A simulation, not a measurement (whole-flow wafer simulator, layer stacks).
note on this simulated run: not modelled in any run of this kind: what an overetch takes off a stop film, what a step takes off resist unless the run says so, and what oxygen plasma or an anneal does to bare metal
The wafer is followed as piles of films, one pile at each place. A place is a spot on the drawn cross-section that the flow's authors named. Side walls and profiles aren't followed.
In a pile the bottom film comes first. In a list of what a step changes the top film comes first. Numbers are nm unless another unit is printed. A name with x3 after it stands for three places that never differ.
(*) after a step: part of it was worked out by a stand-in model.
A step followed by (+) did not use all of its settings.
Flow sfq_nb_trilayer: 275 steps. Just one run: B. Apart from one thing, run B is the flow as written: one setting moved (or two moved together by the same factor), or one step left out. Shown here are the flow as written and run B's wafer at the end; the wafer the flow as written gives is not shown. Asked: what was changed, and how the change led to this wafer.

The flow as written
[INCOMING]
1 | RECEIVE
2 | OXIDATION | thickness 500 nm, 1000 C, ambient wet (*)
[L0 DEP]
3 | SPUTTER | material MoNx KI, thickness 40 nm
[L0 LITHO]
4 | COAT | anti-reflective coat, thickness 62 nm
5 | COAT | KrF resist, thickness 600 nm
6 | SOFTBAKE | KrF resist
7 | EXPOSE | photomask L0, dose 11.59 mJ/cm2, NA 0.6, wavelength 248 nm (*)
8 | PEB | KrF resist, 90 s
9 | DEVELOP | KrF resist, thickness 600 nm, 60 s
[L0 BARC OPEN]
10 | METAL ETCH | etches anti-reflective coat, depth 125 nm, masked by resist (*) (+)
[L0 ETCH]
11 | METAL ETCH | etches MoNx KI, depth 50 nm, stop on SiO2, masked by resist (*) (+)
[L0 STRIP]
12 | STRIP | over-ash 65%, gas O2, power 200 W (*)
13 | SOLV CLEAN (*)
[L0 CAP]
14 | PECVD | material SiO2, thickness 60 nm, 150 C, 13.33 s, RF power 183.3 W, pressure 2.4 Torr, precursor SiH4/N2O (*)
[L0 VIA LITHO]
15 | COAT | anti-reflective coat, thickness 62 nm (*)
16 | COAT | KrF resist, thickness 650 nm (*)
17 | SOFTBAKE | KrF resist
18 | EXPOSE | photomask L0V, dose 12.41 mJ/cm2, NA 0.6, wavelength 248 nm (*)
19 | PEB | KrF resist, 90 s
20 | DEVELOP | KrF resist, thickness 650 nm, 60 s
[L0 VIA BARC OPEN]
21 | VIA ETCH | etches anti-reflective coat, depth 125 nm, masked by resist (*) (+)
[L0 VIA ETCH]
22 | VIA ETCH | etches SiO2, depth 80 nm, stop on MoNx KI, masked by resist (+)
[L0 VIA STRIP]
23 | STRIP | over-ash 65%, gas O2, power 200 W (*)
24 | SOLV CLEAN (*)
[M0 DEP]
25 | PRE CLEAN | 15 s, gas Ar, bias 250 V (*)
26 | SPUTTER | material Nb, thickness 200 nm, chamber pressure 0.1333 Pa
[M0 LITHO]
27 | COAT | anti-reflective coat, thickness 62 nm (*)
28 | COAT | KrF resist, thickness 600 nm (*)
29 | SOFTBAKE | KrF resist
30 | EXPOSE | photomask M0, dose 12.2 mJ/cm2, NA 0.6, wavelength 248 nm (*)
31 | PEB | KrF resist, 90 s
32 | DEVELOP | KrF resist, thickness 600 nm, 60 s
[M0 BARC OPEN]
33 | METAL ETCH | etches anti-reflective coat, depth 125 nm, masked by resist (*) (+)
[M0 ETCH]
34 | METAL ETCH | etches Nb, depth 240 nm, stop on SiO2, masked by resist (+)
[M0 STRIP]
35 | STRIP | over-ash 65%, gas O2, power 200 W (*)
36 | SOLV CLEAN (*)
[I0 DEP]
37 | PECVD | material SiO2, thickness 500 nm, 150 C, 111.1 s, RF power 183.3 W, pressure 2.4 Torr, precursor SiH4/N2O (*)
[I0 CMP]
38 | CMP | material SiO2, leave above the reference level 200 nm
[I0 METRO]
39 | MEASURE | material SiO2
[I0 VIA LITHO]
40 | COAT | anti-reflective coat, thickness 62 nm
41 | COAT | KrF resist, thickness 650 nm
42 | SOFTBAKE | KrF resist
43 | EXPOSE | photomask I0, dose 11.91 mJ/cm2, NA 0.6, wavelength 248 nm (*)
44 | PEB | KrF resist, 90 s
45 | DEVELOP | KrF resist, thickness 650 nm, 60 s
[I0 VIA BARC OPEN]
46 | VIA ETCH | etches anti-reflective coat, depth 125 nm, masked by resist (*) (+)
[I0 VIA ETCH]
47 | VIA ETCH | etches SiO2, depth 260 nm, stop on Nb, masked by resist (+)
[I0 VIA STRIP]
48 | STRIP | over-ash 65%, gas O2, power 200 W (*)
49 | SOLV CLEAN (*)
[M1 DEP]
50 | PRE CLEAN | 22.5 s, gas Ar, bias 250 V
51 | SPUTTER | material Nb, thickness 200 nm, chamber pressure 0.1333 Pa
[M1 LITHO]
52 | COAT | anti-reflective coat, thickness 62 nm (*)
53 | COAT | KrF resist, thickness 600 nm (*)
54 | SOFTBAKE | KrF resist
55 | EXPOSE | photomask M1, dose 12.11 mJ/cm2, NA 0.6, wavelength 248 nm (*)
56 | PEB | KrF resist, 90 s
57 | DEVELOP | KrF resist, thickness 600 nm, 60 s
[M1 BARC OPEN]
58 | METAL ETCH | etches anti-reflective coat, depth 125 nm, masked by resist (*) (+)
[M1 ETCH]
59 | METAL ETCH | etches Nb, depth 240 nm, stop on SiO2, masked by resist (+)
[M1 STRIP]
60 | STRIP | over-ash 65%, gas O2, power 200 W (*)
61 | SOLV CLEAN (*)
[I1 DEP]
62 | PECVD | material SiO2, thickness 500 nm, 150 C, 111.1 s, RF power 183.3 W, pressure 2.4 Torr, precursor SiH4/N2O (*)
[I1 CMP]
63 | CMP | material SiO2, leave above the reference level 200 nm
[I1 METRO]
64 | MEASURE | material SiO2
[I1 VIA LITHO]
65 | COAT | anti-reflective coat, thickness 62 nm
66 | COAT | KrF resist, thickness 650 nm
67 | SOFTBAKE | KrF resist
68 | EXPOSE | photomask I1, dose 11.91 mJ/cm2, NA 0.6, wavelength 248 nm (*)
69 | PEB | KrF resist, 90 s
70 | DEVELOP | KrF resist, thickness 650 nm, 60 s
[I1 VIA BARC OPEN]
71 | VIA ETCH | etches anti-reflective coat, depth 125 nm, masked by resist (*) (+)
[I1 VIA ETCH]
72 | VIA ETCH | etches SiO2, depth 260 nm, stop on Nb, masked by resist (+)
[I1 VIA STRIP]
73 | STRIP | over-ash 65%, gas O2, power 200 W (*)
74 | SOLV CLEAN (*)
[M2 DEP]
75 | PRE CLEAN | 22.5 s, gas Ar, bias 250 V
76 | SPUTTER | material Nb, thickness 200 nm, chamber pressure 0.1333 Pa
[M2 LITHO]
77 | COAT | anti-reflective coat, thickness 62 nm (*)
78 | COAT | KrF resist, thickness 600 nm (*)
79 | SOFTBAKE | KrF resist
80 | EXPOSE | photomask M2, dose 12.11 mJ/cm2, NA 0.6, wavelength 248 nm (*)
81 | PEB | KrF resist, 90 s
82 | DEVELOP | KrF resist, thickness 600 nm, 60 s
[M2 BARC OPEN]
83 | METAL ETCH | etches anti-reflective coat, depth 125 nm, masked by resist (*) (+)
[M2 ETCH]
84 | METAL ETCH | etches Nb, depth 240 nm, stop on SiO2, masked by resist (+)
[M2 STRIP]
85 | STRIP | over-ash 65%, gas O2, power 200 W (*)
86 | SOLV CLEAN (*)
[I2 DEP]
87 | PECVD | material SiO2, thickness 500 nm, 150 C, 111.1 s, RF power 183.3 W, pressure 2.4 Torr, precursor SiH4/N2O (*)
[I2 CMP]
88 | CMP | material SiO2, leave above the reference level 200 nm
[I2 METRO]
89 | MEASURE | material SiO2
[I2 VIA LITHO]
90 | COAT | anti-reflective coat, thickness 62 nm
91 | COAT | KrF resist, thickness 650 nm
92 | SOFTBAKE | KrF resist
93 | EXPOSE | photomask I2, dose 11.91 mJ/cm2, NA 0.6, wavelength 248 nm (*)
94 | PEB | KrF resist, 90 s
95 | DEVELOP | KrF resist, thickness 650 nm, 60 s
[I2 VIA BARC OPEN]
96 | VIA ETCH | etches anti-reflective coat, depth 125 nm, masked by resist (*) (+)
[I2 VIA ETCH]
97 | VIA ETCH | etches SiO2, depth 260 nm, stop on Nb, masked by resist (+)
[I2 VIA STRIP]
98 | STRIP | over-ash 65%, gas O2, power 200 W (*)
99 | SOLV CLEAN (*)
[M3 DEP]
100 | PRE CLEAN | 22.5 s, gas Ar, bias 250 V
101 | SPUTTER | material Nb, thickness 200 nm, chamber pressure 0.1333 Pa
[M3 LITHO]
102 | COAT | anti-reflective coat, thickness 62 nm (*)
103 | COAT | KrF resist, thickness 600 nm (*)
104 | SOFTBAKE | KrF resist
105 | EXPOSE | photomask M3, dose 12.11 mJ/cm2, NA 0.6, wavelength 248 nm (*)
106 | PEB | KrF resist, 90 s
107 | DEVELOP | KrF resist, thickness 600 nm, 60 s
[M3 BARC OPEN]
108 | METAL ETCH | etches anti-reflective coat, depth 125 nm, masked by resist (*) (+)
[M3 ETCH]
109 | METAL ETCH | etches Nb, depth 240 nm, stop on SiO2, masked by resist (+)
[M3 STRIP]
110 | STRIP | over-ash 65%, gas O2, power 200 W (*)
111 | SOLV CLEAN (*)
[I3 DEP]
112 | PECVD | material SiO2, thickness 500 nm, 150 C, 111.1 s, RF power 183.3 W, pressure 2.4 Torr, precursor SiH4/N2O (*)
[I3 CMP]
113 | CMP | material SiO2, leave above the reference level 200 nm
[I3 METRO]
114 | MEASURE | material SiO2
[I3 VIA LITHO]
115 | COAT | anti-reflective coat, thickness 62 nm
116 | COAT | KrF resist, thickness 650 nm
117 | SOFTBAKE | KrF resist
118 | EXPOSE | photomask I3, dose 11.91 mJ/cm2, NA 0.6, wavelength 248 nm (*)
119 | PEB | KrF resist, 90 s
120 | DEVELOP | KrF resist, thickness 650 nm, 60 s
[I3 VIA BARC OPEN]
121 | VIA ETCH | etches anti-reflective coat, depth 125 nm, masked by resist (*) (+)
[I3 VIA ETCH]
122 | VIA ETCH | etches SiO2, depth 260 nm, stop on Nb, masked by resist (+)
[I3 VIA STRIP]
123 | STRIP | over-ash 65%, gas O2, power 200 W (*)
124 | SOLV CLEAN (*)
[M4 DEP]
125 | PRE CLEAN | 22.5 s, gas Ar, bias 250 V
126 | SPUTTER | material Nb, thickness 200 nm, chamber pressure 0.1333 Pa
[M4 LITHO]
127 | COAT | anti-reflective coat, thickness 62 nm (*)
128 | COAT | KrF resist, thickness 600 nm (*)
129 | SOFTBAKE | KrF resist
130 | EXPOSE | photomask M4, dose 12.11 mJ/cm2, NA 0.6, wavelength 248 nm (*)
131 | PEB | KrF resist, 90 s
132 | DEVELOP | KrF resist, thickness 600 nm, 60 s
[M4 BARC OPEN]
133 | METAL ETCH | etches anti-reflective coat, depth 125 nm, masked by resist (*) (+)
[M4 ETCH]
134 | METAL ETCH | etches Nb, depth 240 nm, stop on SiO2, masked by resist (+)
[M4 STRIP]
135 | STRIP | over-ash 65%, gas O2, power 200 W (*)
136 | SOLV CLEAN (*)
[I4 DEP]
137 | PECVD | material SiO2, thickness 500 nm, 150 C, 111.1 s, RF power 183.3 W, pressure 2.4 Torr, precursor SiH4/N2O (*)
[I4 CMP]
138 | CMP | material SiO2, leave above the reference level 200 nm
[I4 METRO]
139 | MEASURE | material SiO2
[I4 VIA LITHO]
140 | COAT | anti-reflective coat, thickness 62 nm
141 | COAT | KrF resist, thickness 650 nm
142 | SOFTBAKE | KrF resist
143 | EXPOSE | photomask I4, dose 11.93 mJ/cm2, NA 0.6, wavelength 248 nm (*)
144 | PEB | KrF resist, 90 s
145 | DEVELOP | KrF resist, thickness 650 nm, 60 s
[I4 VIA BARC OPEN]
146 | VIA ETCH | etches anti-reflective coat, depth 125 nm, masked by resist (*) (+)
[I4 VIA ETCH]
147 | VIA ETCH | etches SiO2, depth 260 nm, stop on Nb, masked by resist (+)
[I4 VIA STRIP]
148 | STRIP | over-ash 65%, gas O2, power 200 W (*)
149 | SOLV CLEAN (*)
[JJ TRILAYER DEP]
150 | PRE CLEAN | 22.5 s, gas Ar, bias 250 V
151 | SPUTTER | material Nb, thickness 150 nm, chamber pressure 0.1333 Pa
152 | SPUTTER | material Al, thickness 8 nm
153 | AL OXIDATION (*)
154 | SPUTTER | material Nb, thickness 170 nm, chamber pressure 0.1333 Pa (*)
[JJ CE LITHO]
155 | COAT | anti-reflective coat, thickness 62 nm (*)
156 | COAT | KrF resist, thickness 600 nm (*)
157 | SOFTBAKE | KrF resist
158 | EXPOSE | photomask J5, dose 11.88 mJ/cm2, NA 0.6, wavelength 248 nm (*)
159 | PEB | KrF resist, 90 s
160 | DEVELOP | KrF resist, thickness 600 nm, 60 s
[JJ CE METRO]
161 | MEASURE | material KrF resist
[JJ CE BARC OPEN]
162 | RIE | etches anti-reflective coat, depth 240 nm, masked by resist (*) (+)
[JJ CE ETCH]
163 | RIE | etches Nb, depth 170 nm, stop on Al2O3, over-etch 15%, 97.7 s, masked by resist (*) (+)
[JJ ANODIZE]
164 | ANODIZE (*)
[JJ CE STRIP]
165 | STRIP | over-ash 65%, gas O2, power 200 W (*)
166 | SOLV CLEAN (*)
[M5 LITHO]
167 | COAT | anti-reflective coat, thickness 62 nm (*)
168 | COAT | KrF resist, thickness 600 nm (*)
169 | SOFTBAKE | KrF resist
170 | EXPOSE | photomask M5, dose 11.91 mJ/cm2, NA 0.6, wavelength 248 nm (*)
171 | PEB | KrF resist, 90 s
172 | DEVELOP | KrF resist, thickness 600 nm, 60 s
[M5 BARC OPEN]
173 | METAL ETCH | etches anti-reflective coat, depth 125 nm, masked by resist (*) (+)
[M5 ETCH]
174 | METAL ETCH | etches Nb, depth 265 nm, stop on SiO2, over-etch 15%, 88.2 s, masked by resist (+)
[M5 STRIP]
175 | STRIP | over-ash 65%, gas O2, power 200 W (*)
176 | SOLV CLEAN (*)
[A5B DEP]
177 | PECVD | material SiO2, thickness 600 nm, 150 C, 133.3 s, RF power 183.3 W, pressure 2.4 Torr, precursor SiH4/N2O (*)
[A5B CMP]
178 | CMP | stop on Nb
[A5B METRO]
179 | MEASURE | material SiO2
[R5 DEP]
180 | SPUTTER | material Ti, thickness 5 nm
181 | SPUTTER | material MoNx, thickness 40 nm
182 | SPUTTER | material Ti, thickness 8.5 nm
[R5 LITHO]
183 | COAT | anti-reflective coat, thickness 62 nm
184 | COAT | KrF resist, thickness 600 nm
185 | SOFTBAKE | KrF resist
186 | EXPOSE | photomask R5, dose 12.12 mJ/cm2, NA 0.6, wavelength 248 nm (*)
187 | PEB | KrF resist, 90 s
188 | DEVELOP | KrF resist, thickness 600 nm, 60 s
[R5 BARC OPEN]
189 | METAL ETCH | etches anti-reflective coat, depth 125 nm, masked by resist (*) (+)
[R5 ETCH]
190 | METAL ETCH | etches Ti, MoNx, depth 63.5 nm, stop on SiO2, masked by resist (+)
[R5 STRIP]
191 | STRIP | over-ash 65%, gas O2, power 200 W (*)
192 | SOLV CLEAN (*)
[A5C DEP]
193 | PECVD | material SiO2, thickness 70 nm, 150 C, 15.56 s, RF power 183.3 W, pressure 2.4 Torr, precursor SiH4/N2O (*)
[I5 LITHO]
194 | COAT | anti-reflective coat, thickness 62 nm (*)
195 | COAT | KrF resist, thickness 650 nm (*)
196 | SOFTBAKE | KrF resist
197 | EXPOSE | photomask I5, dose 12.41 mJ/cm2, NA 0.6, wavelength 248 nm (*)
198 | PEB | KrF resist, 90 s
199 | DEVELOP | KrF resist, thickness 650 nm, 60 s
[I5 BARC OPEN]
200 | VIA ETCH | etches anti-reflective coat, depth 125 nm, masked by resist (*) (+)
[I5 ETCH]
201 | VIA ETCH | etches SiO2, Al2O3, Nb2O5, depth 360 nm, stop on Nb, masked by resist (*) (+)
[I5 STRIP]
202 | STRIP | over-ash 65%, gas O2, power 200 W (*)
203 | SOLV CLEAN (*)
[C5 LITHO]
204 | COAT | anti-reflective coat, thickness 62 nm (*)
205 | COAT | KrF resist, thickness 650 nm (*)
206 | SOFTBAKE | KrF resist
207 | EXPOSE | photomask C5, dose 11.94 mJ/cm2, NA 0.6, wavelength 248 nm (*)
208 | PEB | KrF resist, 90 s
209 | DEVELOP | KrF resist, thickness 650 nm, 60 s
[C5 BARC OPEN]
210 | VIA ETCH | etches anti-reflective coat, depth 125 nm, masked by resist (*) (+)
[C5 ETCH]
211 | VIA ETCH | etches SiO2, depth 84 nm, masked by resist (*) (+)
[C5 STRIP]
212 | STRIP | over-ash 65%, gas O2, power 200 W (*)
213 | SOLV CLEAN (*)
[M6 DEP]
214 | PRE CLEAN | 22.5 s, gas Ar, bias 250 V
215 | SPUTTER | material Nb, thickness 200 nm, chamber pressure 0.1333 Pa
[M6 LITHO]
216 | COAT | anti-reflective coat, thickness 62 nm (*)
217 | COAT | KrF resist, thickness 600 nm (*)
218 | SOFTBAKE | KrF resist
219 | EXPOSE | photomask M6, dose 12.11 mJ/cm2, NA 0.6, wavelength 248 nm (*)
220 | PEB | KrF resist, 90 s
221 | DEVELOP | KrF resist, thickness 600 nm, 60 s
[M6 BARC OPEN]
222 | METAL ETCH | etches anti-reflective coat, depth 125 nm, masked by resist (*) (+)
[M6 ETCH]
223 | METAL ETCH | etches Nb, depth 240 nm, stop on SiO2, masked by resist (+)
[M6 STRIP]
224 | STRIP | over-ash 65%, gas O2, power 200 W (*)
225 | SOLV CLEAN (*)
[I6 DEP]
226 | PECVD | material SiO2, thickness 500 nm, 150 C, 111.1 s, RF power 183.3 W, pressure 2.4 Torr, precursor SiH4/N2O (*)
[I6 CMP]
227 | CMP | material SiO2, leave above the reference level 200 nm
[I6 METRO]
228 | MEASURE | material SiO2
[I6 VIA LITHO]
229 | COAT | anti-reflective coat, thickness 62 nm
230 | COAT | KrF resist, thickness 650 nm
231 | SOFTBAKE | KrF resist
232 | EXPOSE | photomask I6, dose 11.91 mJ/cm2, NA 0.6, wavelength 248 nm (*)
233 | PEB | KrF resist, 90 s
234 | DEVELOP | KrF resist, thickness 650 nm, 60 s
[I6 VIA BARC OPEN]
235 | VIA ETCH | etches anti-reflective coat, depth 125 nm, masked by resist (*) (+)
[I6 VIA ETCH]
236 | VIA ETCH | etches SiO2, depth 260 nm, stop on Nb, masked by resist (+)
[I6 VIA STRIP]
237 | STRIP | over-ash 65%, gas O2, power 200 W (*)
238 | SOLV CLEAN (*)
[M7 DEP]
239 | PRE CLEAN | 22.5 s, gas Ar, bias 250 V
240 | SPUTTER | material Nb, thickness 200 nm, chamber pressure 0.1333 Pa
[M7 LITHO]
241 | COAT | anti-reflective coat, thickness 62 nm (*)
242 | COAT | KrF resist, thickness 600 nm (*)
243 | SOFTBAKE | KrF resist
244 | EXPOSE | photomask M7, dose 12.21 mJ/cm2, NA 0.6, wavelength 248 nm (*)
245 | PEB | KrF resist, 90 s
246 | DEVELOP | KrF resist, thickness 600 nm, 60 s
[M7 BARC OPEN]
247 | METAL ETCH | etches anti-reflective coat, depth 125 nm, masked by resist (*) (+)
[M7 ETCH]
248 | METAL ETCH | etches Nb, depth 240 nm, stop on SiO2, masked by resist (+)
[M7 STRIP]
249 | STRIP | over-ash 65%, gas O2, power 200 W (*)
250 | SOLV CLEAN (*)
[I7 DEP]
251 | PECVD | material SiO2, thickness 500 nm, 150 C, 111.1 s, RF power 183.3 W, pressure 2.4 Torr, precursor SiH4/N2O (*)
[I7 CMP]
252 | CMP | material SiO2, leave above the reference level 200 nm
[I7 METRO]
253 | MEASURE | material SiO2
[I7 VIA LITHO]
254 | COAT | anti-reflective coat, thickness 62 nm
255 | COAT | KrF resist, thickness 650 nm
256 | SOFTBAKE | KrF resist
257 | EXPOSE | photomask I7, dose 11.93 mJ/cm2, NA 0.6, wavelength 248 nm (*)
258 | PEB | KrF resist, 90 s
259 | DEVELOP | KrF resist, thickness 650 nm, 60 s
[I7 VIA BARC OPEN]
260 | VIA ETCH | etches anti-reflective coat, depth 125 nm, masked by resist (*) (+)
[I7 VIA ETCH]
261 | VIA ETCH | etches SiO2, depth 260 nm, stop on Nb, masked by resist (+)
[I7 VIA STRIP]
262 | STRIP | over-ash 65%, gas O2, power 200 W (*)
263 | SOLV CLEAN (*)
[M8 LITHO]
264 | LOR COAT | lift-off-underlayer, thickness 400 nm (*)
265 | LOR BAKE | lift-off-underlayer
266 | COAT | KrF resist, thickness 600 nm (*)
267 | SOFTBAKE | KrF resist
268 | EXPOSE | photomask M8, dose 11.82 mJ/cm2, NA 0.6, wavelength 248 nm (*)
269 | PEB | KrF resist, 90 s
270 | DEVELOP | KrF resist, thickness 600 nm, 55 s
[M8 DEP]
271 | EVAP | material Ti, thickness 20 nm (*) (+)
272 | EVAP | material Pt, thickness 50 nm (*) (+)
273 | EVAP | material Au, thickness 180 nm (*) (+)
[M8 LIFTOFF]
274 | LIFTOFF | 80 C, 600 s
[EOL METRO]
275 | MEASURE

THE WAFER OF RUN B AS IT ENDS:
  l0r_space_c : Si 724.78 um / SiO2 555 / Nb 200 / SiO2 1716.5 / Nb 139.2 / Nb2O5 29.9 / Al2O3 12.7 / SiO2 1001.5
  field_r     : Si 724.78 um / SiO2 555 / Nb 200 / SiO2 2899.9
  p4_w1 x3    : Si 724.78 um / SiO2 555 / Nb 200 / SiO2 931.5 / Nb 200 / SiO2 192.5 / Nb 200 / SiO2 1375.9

Cause: step 63, CMP: leave above the reference level 154 nm was run, whereas the flow has leave above the reference level 200 nm.

Step by step, how the change led to this:
  63 | CMP | material SiO2, leave above the reference level 200 nm
      field_l, be, be_sur and 72 more: SiO2 loses 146 (it would be, as written: SiO2 loses 100)
      v_sur, via_wl, via_wr and 20 more: SiO2 loses 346 (it would be, as written: SiO2 loses 300)
      (also at 8 further places)
  72 | VIA ETCH | etches SiO2, depth 260 nm, stop on Nb, masked by resist (+)
      field_l, v_sur, via_wl and 102 more: KrF resist loses 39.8 (it would be, as written: KrF resist loses 44.8)
      via_v: SiO2 loses 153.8 (all of it) (it would be, as written: SiO2 loses 199.8 (all of it))
  76 | SPUTTER | material Nb, thickness 200 nm, chamber pressure 0.1333 Pa
      via_v: Nb gains 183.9 (it would be, as written: Nb gains 174.5)
  77 | COAT | anti-reflective coat, thickness 62 nm (*)
      via_v: anti-reflective coat gains 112 (new film) (it would be, as written: anti-reflective coat gains 123.1 (new film))
  78 | COAT | KrF resist, thickness 600 nm (*)
      via_v: KrF resist gains 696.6 (new film) (it would be, as written: KrF resist gains 733.7 (new film))
  85 | STRIP | over-ash 65%, gas O2, power 200 W (*)
      via_v: KrF resist loses 478.7 (all of it), anti-reflective coat loses 112 (all of it) (it would be, as written: KrF resist loses 515.8 (all of it), anti-reflective coat loses 123.1 (all of it))
  87 | PECVD | material SiO2, thickness 500 nm, 150 C, 111.1 s, RF power 183.3 W, pressure 2.4 Torr, precursor SiH4/N2O (*)
      via_v: SiO2 gains 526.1 (new film) (it would be, as written: SiO2 gains 606 (new film))
  88 | CMP | material SiO2, leave above the reference level 200 nm
      via_v: SiO2 loses 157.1 (it would be, as written: SiO2 loses 181.6)
